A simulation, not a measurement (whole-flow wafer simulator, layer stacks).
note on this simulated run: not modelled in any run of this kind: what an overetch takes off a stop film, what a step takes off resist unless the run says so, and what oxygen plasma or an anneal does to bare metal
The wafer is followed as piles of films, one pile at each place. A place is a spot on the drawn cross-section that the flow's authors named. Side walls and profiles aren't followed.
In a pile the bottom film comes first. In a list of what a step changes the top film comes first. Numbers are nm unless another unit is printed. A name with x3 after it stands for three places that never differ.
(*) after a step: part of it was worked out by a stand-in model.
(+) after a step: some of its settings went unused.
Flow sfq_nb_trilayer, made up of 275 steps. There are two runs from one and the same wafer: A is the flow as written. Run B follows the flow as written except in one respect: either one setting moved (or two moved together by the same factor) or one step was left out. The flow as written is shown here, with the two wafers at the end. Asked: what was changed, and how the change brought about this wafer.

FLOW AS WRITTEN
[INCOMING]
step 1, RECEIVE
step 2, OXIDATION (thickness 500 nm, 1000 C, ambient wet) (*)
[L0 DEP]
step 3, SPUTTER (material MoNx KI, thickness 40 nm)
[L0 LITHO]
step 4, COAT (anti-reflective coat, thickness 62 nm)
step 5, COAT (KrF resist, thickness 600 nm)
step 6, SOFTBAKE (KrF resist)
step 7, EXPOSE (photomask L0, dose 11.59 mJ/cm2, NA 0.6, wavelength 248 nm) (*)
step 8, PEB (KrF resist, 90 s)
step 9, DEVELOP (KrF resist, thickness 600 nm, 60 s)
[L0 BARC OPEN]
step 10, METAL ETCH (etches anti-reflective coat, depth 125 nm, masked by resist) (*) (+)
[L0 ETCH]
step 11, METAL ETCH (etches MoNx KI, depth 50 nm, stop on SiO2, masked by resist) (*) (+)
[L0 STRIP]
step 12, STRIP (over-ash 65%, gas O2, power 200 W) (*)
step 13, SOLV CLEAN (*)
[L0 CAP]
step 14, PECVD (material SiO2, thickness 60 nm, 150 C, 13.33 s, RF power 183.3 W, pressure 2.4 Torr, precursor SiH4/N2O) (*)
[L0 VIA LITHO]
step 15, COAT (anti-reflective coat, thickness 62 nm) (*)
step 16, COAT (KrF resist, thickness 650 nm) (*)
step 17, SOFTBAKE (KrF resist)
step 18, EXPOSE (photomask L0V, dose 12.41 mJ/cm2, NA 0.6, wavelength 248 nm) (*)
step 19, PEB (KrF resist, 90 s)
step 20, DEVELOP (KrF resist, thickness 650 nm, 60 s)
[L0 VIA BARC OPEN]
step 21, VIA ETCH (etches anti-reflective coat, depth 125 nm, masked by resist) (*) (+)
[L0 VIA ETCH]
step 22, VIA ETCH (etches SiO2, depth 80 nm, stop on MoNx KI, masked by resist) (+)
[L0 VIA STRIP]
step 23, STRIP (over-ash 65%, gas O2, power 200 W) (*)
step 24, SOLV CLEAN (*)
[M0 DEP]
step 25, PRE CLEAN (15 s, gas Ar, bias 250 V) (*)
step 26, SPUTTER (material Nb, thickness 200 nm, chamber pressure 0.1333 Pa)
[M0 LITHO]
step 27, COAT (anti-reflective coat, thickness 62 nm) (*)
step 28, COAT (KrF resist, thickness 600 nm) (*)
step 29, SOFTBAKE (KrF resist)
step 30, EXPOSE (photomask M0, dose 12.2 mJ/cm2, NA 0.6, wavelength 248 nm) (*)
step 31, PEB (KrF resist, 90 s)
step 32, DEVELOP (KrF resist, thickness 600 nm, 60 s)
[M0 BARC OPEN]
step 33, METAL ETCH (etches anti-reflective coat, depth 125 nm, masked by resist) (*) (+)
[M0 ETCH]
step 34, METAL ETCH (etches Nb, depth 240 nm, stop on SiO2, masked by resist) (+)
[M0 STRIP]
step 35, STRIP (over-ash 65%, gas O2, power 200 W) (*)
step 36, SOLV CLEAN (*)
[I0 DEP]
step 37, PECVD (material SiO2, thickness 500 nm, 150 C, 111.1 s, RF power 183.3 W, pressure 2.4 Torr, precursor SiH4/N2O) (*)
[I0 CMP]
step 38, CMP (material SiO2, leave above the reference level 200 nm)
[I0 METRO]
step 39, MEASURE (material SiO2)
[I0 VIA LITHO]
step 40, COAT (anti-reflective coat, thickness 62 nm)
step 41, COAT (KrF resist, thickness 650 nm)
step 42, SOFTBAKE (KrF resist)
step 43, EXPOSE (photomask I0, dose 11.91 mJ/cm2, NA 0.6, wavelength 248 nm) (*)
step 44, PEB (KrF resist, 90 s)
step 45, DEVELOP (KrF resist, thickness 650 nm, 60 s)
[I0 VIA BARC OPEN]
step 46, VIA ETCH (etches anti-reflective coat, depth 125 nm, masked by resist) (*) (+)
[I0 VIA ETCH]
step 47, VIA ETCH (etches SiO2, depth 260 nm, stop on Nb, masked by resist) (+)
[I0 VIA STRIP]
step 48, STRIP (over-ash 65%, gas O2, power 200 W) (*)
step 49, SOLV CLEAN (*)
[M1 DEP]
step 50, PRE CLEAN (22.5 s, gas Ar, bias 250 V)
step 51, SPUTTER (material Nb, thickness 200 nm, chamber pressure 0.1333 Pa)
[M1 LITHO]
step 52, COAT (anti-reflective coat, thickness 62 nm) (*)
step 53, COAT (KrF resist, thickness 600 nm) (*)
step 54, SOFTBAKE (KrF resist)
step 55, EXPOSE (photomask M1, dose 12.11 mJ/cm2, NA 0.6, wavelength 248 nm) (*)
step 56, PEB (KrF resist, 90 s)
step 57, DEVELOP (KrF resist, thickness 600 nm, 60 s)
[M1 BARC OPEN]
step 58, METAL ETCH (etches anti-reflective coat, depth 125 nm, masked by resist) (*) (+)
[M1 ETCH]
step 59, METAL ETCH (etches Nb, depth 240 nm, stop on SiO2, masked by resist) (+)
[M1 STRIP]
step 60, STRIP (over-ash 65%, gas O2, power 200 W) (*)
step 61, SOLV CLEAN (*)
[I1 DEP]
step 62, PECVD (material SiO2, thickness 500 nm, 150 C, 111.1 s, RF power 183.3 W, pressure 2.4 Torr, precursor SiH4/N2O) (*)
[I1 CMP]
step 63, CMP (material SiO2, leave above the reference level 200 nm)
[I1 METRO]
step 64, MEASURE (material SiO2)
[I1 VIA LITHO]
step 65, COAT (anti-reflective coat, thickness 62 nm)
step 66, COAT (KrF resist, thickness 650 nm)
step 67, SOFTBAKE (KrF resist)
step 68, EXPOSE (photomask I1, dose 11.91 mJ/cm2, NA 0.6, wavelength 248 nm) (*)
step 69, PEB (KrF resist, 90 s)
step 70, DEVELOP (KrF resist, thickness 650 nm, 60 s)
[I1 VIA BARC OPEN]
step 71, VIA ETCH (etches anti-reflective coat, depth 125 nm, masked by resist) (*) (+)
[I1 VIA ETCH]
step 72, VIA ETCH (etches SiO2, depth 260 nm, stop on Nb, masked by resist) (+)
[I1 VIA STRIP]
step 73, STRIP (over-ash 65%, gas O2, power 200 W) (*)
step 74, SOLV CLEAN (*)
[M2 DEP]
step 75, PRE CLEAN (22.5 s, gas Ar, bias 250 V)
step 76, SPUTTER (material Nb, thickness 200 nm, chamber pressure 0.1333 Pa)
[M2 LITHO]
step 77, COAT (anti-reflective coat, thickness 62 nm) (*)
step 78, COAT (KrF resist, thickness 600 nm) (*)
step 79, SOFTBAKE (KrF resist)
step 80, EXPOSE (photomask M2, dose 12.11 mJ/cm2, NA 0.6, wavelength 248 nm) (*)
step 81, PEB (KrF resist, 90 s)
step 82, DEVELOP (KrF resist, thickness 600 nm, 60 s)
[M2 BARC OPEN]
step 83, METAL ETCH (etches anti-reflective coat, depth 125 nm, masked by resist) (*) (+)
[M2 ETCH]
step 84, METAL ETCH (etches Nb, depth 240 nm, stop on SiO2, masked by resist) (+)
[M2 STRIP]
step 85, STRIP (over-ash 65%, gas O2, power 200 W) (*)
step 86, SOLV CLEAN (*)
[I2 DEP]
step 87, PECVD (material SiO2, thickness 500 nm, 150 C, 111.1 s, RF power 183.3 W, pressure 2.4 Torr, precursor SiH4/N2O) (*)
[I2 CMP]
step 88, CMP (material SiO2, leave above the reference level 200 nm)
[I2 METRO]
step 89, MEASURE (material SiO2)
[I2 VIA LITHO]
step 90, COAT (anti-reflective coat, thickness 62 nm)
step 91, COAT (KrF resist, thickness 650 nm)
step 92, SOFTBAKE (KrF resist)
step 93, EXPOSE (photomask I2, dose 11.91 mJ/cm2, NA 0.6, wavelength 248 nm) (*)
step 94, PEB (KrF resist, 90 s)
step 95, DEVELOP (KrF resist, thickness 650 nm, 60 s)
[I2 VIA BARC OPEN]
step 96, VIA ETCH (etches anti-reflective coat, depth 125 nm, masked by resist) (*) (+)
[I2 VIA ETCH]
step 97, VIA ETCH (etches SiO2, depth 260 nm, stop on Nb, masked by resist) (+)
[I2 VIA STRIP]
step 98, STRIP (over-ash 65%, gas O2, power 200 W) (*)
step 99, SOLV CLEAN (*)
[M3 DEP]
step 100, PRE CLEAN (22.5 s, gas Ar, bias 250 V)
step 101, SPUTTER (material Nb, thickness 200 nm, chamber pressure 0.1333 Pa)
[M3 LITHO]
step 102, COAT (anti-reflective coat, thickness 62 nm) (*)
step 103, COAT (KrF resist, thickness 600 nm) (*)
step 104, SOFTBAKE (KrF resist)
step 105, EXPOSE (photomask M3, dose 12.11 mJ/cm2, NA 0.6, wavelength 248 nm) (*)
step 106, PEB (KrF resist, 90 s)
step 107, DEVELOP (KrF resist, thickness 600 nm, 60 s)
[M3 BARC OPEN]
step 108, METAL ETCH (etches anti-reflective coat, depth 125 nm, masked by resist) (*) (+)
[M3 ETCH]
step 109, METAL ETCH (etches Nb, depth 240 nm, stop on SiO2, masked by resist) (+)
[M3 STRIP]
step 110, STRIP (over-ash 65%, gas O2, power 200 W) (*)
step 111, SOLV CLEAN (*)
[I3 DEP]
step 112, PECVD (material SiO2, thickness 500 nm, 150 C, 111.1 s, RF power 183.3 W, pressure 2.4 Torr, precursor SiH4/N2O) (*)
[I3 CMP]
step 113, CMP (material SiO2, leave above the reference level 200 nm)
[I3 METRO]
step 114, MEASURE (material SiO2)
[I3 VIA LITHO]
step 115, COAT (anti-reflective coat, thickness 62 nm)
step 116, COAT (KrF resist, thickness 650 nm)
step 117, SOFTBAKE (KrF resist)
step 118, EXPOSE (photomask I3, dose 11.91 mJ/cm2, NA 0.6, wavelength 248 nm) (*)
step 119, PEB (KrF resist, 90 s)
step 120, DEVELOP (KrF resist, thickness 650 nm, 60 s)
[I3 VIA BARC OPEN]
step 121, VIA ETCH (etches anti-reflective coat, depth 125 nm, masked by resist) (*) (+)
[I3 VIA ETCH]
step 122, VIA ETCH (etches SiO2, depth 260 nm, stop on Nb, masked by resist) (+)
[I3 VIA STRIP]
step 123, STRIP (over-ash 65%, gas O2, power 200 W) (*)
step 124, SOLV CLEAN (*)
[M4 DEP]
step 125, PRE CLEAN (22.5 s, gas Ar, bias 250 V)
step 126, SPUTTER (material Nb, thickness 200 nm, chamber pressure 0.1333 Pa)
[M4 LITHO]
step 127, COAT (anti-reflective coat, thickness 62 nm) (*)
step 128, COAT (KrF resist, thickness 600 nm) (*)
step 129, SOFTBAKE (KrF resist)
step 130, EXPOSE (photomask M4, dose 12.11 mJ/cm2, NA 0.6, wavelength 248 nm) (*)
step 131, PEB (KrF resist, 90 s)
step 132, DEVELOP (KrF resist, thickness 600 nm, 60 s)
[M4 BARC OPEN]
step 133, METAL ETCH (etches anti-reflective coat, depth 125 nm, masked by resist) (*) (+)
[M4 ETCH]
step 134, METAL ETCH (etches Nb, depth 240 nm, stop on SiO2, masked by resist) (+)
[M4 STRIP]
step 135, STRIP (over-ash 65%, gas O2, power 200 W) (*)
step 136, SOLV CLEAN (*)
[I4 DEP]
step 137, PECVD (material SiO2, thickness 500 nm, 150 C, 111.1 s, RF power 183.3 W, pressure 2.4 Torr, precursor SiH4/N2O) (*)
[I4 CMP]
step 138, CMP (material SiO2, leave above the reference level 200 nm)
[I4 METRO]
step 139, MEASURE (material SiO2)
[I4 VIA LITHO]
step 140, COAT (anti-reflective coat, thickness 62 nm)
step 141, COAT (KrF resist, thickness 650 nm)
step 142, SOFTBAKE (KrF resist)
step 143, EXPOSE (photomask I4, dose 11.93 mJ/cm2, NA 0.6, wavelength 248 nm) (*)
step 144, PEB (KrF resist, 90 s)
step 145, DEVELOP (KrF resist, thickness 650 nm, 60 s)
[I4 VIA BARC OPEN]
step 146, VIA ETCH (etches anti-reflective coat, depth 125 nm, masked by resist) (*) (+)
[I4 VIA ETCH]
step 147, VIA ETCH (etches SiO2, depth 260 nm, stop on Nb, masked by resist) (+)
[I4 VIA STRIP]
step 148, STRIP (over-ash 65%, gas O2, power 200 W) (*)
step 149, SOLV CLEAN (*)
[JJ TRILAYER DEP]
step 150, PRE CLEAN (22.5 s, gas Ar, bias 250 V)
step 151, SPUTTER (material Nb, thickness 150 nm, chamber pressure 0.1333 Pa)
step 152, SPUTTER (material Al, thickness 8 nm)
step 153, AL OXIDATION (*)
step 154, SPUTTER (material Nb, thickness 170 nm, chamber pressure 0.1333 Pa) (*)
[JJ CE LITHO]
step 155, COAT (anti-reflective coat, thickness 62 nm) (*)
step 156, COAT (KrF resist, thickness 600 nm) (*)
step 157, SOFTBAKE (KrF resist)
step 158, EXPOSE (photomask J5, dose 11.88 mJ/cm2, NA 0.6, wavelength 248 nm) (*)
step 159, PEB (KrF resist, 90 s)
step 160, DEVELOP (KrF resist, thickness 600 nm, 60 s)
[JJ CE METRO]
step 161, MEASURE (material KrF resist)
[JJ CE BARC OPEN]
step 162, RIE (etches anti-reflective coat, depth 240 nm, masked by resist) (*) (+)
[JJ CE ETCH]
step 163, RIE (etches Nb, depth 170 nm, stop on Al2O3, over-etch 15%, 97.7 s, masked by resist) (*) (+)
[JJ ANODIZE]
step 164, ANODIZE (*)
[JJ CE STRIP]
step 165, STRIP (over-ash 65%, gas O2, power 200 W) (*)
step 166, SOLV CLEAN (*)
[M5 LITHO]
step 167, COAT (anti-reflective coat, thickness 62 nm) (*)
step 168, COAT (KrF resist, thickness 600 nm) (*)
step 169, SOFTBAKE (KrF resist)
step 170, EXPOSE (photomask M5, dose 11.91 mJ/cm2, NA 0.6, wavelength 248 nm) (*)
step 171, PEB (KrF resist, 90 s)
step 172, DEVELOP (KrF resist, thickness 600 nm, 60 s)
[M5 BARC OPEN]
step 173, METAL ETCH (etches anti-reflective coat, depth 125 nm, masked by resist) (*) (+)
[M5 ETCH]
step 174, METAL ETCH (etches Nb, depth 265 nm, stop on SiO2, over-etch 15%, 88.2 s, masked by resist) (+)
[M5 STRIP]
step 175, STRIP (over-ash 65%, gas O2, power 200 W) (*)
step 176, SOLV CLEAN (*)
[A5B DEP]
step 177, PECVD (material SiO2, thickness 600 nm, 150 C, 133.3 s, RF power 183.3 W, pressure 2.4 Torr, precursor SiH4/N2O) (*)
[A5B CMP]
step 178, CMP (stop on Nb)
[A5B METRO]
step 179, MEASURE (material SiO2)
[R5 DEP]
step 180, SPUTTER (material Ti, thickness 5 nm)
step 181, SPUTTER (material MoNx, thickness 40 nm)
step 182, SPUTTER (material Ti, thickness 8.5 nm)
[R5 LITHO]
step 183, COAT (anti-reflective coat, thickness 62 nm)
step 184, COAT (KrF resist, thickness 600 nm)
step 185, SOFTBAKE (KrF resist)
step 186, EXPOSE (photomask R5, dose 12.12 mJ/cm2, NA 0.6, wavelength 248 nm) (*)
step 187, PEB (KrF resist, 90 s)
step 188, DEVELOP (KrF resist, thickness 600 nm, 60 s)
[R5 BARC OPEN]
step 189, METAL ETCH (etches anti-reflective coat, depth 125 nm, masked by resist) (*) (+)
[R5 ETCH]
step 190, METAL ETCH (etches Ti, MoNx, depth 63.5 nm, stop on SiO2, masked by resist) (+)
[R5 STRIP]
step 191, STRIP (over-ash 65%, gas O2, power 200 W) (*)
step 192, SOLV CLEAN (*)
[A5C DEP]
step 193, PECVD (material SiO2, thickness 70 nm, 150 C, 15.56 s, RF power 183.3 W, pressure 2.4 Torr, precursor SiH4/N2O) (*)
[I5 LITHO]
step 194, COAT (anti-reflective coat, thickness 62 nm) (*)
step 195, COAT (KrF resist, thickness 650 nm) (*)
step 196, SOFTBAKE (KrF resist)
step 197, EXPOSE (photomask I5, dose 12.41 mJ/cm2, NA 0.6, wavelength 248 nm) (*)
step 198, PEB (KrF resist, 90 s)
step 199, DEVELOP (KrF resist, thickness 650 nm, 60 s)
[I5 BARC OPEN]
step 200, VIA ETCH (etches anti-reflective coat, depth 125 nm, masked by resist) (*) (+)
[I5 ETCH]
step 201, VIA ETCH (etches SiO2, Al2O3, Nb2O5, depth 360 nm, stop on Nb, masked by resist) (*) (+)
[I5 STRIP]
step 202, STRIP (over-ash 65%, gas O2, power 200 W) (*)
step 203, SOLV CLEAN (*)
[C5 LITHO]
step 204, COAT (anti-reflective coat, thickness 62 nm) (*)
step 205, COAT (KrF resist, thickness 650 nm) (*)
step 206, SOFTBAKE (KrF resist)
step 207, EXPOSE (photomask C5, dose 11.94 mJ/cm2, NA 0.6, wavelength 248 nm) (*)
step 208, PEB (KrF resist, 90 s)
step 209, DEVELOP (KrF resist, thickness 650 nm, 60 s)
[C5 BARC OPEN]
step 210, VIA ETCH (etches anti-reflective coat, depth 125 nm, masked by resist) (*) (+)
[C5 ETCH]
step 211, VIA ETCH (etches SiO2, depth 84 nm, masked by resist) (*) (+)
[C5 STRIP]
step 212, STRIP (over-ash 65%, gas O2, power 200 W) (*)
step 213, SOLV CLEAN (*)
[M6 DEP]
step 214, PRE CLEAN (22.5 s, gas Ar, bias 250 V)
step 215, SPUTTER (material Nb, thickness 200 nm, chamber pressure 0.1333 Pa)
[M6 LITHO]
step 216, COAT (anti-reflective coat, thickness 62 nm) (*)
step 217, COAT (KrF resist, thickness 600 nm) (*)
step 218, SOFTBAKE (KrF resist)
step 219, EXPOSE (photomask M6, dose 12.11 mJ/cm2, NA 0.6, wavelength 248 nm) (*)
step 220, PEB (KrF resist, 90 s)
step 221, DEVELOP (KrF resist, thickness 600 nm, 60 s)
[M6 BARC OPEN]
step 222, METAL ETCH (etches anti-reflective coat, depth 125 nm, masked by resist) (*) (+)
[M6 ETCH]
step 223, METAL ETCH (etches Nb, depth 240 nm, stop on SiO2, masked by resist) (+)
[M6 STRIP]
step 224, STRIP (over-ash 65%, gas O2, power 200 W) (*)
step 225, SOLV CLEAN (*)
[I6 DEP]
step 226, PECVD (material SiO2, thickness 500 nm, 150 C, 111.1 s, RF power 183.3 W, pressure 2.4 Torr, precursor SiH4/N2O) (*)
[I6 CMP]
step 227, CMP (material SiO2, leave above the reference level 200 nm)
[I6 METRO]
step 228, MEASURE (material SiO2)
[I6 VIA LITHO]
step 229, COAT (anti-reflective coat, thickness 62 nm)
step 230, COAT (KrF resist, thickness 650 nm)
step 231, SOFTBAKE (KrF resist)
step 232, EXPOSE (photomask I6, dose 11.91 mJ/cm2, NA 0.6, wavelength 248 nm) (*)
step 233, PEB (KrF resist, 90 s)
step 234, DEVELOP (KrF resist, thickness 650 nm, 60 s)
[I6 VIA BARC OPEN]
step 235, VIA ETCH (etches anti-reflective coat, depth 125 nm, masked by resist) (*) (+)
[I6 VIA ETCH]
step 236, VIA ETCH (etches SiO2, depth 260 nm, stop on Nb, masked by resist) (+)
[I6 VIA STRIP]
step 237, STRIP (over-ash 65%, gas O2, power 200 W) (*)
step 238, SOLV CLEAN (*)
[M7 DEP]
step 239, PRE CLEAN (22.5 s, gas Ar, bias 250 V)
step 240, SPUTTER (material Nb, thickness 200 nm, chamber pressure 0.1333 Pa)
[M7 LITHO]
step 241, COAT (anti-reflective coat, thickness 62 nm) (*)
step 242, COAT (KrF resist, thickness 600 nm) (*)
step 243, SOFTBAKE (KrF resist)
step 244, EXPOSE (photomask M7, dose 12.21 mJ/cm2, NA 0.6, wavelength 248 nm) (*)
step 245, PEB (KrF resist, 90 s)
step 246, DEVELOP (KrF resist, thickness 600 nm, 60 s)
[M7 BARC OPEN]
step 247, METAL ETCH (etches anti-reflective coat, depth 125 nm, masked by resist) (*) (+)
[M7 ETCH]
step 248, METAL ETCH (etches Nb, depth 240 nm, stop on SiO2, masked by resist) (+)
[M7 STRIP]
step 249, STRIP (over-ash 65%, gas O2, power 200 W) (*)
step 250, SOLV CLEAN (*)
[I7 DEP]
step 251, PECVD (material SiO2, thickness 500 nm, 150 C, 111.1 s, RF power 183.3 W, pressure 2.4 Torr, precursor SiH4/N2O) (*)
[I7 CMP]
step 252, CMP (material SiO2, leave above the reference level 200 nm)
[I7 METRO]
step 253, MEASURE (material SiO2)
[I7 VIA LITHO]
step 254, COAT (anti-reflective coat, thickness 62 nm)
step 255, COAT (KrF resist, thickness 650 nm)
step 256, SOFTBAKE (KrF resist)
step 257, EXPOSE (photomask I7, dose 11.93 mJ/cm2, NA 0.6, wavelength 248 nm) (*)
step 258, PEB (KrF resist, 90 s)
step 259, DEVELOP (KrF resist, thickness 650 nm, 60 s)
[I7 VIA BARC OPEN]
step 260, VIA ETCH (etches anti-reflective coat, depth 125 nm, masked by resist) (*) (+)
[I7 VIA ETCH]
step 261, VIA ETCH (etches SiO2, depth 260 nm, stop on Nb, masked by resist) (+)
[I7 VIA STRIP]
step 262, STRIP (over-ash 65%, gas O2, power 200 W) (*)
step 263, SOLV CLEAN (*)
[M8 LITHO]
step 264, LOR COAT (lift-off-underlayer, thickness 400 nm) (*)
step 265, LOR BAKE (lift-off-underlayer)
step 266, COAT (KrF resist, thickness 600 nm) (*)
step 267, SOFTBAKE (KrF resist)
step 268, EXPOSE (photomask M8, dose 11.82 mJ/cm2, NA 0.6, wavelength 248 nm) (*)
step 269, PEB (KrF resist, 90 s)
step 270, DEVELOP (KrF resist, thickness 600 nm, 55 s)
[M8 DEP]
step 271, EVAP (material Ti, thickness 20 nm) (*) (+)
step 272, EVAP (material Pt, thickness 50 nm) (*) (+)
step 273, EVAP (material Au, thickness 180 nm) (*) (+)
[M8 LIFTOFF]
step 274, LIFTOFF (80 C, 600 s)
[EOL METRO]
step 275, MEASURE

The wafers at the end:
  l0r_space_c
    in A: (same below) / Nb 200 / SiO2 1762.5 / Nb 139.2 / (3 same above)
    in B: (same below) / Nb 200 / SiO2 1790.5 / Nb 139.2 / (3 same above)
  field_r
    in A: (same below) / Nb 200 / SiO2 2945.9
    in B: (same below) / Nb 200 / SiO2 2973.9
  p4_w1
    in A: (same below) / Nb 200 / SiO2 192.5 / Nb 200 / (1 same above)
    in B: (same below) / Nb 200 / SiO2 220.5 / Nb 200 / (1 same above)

Cause: step 113, CMP: leave above the reference level 228 nm was run, while the flow as written has leave above the reference level 200 nm.

How this came from the change, step by step:
  step 113, CMP (material SiO2, leave above the reference level 200 nm)
      field_l, be, be_sur and 64 more: A -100 SiO2 | B -72 SiO2
      v_sur, via_wl, via_wr and 27 more: A -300 SiO2 | B -272 SiO2
      (also at 9 further places)
  step 122, VIA ETCH (etches SiO2, depth 260 nm, stop on Nb, masked by resist) (+)
      via_v: A -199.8 SiO2 (all of it) | B -227.8 SiO2 (all of it)
  step 126, SPUTTER (material Nb, thickness 200 nm, chamber pressure 0.1333 Pa)
      via_v: A +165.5 Nb | B +159.5 Nb
  step 127, COAT (anti-reflective coat, thickness 62 nm) (*)
      via_v: A +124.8 anti-reflective coat (new film) | B +130.8 anti-reflective coat (new film)
  step 128, COAT (KrF resist, thickness 600 nm) (*)
      via_v: A +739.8 KrF resist (new film) | B +763.1 KrF resist (new film)
  step 135, STRIP (over-ash 65%, gas O2, power 200 W) (*)
      via_v: A -521.8 KrF resist (all of it), -124.8 anti-reflective coat (all of it) | B -545 KrF resist (all of it), -130.8 anti-reflective coat (all of it)
  step 137, PECVD (material SiO2, thickness 500 nm, 150 C, 111.1 s, RF power 183.3 W, pressure 2.4 Torr, precursor SiH4/N2O) (*)
      via_v: A +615 SiO2 (new film) | B +649 SiO2 (new film)
